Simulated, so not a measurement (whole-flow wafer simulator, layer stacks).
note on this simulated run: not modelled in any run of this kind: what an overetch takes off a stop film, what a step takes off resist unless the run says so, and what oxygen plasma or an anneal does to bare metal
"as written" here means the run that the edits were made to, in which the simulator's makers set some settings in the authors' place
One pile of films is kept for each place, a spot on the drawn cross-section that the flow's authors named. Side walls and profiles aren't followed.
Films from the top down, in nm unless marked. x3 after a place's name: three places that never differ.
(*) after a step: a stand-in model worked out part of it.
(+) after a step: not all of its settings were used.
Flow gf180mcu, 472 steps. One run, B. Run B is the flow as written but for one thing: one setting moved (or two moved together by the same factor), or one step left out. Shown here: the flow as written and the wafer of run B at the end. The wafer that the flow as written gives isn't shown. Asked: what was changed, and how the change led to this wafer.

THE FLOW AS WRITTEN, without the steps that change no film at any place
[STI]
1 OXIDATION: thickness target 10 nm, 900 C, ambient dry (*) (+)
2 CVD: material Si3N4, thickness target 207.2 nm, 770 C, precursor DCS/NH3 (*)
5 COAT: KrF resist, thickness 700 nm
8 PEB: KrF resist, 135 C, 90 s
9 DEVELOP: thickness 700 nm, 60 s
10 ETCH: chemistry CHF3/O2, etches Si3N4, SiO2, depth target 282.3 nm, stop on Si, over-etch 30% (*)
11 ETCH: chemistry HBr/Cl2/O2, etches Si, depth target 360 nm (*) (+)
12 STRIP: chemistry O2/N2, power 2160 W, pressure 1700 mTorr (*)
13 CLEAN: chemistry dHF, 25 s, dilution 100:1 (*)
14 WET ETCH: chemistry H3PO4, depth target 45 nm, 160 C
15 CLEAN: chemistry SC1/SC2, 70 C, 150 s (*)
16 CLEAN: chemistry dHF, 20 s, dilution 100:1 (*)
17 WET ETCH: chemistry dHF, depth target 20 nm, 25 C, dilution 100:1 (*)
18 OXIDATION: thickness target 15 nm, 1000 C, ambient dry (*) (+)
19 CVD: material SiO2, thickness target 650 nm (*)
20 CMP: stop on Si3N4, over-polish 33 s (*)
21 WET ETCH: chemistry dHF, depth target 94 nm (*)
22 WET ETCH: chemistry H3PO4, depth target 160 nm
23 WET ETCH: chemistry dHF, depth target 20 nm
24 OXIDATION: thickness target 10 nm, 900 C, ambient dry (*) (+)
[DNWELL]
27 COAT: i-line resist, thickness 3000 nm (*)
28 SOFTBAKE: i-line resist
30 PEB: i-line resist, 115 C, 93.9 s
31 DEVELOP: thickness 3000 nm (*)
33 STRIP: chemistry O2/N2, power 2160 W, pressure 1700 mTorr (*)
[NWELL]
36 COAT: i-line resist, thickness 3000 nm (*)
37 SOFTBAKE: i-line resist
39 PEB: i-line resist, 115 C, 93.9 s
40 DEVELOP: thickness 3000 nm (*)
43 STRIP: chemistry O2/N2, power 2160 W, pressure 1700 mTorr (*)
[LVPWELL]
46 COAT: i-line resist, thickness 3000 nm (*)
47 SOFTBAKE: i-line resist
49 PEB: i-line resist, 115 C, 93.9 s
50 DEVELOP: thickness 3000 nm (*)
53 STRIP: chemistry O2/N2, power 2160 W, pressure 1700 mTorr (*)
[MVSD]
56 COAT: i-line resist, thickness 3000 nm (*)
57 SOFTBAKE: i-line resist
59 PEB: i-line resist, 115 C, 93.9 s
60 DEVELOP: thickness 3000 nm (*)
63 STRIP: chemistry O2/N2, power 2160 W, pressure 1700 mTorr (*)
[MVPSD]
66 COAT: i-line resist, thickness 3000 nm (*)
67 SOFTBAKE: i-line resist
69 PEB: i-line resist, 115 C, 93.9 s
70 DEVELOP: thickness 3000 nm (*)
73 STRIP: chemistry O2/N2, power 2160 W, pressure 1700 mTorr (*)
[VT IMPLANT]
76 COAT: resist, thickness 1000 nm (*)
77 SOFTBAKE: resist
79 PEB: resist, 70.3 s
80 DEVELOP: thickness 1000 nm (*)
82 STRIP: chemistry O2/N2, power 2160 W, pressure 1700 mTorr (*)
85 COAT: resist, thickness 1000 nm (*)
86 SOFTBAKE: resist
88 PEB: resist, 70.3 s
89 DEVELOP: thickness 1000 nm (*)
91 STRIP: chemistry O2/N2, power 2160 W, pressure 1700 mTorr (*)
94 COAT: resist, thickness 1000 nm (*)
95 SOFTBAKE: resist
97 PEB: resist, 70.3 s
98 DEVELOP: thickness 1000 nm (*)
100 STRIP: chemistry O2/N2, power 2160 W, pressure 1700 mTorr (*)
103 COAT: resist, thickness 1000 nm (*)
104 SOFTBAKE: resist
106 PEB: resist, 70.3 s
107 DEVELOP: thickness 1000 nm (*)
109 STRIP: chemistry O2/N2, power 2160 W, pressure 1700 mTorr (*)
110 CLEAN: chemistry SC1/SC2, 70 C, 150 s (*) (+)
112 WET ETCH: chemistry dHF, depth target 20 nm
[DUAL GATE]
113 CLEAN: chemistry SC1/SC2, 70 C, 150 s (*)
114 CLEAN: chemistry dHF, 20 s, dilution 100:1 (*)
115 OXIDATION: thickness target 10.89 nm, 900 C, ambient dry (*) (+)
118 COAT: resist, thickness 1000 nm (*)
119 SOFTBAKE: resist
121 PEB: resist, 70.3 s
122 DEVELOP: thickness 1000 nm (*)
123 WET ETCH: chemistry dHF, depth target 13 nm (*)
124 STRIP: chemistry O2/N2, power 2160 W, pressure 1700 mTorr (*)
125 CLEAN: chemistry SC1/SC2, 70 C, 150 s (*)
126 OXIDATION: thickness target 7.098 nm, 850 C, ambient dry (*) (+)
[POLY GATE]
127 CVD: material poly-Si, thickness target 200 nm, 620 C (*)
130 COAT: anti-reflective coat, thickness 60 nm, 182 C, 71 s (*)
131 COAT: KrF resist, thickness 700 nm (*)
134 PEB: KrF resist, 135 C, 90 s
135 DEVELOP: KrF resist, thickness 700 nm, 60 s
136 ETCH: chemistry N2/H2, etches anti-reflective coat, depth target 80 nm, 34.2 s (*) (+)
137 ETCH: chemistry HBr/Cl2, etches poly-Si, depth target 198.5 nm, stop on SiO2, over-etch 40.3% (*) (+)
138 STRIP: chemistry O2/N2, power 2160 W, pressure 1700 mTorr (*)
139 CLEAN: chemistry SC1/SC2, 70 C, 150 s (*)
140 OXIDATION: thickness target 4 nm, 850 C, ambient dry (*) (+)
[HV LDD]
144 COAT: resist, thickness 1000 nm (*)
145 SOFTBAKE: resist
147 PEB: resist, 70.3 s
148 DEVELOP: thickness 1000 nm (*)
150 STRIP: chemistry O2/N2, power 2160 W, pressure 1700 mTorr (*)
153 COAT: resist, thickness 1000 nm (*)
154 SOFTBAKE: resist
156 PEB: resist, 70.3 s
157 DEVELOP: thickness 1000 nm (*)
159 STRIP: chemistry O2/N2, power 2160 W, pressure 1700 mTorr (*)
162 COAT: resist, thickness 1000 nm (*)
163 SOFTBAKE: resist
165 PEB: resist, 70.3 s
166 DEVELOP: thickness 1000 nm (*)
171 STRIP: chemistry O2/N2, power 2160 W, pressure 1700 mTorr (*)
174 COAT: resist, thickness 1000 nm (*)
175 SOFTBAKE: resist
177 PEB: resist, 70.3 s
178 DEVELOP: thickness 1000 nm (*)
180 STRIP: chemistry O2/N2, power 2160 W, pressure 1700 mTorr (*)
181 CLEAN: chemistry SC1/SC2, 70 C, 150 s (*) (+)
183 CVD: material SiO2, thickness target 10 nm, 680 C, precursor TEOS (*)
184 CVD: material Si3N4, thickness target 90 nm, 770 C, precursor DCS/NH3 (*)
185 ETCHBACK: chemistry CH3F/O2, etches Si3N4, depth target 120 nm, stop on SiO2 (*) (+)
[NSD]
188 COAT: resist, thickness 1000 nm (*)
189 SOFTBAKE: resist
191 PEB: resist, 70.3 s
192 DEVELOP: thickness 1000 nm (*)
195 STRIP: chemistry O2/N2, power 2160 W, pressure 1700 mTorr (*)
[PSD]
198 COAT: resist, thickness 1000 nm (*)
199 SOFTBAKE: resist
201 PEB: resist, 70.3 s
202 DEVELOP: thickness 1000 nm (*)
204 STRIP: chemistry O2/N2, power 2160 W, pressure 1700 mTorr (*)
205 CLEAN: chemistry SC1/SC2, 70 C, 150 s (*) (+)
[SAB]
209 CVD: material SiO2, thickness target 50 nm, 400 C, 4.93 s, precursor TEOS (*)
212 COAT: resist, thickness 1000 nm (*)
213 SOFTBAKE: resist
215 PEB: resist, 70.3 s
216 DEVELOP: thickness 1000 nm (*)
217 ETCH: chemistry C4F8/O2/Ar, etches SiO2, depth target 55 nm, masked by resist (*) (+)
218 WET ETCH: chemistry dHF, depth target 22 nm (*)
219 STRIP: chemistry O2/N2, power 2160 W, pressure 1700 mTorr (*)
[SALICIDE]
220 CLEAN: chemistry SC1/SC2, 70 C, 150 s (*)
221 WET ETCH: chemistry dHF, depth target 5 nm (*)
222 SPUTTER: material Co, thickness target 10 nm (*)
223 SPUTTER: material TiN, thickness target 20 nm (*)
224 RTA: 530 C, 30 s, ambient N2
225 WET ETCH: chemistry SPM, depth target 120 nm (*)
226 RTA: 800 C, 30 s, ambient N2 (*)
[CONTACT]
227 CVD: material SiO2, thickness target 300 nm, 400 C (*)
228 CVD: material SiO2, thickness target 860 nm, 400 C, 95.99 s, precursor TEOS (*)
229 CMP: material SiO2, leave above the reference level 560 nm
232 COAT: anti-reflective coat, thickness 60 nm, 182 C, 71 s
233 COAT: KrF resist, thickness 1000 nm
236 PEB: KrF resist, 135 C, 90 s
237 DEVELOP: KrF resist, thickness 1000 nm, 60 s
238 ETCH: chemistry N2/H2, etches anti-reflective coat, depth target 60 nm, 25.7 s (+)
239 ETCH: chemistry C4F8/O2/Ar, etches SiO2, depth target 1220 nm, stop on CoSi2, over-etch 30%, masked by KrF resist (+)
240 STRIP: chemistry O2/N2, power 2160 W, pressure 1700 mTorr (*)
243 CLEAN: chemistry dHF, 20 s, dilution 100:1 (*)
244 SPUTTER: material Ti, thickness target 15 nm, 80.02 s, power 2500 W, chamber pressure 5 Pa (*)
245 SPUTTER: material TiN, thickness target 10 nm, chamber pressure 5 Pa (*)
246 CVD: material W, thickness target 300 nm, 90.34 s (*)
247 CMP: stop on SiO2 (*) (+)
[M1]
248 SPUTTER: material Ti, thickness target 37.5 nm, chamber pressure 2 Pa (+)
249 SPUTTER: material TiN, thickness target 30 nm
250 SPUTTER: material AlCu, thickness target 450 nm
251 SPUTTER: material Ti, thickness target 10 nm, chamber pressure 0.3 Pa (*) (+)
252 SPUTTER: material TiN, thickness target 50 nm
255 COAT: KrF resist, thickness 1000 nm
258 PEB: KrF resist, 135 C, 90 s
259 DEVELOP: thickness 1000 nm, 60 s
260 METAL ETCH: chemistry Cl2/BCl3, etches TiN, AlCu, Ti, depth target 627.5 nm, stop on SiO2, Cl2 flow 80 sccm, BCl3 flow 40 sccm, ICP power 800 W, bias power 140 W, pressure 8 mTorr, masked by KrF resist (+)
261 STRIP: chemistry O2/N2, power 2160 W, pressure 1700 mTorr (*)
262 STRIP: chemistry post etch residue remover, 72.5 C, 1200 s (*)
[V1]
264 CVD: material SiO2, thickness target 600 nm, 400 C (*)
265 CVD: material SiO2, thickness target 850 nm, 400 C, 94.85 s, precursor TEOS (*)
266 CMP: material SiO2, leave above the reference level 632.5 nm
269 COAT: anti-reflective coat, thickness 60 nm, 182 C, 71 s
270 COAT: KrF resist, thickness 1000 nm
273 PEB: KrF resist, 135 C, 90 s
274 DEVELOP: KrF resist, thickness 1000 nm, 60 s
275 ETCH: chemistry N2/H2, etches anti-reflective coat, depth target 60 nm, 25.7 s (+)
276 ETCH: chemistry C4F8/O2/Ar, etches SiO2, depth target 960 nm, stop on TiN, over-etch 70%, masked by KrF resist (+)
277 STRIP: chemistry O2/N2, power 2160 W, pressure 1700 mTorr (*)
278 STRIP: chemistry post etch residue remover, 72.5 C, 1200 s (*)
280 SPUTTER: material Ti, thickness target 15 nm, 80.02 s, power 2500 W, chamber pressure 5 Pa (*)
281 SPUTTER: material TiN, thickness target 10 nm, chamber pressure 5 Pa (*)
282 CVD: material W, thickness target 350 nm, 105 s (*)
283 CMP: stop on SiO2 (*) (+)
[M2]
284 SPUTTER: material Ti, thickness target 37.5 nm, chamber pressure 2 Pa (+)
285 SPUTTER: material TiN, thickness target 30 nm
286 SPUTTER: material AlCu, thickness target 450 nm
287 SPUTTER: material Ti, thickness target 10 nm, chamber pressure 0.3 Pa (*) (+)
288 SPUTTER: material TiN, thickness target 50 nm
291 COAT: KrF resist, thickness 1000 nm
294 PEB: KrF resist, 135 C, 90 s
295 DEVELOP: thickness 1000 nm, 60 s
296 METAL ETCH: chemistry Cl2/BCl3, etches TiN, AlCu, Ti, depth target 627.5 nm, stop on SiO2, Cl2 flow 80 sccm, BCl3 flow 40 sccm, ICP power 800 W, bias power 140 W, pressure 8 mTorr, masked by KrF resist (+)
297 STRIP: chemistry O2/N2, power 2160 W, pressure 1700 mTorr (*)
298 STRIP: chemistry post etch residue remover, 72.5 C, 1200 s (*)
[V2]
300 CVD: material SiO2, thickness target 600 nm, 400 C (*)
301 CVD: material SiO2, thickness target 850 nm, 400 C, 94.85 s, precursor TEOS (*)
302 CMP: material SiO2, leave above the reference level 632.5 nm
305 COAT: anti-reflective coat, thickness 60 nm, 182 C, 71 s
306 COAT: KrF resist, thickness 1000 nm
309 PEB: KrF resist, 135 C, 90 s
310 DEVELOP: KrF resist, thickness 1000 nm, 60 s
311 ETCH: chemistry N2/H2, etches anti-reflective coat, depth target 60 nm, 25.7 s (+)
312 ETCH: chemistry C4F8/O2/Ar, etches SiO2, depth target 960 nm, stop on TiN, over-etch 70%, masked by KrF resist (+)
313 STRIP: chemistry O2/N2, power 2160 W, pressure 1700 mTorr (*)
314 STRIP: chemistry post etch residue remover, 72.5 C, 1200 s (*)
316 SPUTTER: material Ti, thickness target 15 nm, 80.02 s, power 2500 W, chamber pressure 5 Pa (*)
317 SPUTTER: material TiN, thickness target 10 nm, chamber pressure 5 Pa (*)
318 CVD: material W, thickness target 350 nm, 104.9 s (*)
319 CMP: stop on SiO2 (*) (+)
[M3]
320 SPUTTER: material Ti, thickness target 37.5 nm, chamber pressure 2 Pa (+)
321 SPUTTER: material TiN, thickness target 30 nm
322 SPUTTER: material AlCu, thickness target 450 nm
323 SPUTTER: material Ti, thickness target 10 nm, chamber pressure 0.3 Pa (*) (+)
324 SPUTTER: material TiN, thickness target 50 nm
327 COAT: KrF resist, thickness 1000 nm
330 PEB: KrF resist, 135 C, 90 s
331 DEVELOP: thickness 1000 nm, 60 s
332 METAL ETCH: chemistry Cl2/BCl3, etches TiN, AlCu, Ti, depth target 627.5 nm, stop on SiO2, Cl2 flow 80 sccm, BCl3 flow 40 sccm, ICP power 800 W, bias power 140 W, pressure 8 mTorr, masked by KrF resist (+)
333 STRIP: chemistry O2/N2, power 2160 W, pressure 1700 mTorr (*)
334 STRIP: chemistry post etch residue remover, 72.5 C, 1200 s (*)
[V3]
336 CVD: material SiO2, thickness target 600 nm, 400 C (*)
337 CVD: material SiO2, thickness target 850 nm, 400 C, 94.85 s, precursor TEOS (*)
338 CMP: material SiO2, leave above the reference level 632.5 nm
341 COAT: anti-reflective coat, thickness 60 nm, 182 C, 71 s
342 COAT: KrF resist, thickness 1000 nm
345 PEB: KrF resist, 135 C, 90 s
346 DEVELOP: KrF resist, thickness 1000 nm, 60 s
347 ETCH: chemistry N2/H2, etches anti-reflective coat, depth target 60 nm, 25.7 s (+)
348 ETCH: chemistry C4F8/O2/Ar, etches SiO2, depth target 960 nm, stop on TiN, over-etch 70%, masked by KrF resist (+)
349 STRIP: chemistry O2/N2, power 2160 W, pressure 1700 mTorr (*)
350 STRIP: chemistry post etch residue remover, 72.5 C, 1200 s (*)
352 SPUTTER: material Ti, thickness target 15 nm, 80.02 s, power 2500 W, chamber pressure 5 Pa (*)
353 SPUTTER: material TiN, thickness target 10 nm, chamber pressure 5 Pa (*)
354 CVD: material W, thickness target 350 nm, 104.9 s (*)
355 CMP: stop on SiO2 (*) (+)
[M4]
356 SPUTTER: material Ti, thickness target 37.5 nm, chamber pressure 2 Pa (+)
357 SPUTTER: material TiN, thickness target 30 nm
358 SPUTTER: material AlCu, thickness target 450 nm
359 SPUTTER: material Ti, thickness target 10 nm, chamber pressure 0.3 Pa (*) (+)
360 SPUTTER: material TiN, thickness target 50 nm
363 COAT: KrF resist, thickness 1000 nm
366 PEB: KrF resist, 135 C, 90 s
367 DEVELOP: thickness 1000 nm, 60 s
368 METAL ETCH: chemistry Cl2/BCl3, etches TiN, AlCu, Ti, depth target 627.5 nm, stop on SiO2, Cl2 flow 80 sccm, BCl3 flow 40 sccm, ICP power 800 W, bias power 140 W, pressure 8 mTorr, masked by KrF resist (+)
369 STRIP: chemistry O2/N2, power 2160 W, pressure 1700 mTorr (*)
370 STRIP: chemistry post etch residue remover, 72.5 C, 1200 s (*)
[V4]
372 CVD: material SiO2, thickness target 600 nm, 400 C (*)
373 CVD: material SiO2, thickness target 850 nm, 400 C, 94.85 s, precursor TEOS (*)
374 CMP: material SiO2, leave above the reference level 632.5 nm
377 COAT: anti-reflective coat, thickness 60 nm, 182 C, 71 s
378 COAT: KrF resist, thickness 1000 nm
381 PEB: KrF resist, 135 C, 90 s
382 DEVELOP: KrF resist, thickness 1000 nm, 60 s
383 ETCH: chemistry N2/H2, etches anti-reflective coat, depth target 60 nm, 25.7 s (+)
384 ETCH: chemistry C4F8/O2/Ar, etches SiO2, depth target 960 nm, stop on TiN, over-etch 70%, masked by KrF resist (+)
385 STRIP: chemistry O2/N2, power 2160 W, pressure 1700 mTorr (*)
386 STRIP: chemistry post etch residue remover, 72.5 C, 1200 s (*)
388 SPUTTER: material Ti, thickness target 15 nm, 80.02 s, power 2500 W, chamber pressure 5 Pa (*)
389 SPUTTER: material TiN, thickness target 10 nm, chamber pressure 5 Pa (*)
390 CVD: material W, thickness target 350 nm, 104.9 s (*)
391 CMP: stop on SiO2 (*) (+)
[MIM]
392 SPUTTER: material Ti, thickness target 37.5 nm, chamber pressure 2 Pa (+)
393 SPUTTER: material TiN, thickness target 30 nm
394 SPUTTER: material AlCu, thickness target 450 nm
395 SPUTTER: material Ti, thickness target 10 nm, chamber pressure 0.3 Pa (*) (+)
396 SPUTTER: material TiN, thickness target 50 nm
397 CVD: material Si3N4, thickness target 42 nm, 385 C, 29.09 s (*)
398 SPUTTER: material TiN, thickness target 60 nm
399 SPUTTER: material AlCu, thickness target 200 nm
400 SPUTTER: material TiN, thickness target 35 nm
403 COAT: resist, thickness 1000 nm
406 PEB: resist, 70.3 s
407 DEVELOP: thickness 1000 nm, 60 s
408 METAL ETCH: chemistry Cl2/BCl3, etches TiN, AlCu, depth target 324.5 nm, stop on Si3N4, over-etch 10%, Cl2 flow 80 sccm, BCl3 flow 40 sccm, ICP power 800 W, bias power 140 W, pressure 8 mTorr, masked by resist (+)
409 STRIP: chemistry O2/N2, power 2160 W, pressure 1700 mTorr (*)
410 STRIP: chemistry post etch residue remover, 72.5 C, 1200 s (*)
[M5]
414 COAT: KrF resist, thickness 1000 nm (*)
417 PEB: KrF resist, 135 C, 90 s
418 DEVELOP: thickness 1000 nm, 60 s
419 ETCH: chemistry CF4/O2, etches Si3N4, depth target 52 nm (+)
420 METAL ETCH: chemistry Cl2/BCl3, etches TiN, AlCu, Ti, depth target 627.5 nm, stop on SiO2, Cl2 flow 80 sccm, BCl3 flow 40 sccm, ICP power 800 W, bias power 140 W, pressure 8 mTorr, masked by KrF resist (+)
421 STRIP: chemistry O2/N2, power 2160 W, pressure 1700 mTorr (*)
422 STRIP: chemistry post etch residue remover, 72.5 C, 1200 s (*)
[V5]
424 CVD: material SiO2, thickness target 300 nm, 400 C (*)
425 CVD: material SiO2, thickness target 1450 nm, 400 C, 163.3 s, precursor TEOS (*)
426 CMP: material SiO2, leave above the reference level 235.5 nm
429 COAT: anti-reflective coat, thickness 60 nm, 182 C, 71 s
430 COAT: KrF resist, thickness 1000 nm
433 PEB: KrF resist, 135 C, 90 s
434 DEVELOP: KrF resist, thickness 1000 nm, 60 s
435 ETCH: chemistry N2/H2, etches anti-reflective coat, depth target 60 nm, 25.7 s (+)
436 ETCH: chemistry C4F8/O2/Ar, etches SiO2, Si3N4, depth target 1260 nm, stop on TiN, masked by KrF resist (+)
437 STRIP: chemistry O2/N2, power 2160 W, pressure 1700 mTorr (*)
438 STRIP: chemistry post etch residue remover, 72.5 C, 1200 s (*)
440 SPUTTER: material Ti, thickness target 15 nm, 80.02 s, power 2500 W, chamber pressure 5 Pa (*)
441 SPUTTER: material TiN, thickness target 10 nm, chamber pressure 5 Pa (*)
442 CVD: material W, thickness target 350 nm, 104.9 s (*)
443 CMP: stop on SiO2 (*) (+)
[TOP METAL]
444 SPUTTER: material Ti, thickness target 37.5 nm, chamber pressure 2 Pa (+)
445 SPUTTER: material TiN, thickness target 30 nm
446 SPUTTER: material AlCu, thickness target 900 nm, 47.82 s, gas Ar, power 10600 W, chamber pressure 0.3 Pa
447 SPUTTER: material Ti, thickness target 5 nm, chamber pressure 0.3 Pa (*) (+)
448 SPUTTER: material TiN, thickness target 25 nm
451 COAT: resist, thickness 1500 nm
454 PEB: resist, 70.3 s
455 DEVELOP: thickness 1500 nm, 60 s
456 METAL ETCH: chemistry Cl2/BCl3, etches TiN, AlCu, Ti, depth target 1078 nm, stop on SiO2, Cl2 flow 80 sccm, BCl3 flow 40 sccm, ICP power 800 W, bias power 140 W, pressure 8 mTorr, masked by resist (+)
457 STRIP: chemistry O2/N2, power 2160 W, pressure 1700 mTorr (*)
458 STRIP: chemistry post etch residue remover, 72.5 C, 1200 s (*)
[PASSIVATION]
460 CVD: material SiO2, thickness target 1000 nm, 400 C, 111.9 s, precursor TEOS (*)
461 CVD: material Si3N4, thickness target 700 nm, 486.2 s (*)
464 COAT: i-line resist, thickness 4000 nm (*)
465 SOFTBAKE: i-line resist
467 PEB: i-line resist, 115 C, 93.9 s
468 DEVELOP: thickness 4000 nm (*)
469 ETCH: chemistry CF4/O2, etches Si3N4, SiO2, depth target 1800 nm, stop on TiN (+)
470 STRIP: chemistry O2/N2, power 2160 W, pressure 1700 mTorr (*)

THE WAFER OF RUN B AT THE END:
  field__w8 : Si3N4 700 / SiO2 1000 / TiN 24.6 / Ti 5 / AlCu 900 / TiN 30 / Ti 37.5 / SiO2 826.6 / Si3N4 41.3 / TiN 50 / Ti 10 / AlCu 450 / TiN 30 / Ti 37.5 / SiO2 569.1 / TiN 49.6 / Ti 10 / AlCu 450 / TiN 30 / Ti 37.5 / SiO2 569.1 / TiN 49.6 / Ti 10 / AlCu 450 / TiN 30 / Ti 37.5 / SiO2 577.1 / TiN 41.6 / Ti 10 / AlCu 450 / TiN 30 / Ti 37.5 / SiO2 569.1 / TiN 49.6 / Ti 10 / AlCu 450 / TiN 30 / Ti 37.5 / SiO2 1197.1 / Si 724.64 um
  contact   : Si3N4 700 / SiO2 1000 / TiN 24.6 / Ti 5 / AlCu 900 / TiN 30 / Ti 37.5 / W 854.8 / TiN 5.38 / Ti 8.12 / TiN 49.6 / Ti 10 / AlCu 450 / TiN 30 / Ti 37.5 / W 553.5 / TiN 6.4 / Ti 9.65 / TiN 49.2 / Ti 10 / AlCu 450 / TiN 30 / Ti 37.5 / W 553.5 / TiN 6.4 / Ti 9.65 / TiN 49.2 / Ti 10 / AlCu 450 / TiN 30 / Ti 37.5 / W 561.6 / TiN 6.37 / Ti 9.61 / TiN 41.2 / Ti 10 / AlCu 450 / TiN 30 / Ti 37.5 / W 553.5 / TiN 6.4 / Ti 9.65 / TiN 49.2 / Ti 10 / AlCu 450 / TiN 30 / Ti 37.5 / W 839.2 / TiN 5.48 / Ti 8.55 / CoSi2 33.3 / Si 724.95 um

The cause: step 288, SPUTTER: thickness target 42 nm was run, where the flow has thickness target 50 nm.

How the change led to this, step by step:
  288 SPUTTER: material TiN, thickness target 50 nm
      field, field__w1, field__w2 and 108 more: TiN +42 (new film) (as written it would be: TiN +50 (new film))
  296 METAL ETCH: chemistry Cl2/BCl3, etches TiN, AlCu, Ti, depth target 627.5 nm, stop on SiO2, Cl2 flow 80 sccm, BCl3 flow 40 sccm, ICP power 800 W, bias power 140 W, pressure 8 mTorr, masked by KrF resist (+)
      field, field__w1, field__w2 and 103 more: TiN -42 (all of it), Ti -10 (all of it), AlCu -450 (all of it), TiN -30 (all of it), Ti -37.5 (all of it) (as written it would be: TiN -50 (all of it), Ti -10 (all of it), AlCu -450 (all of it), TiN -30 (all of it), Ti -37.5 (all of it))
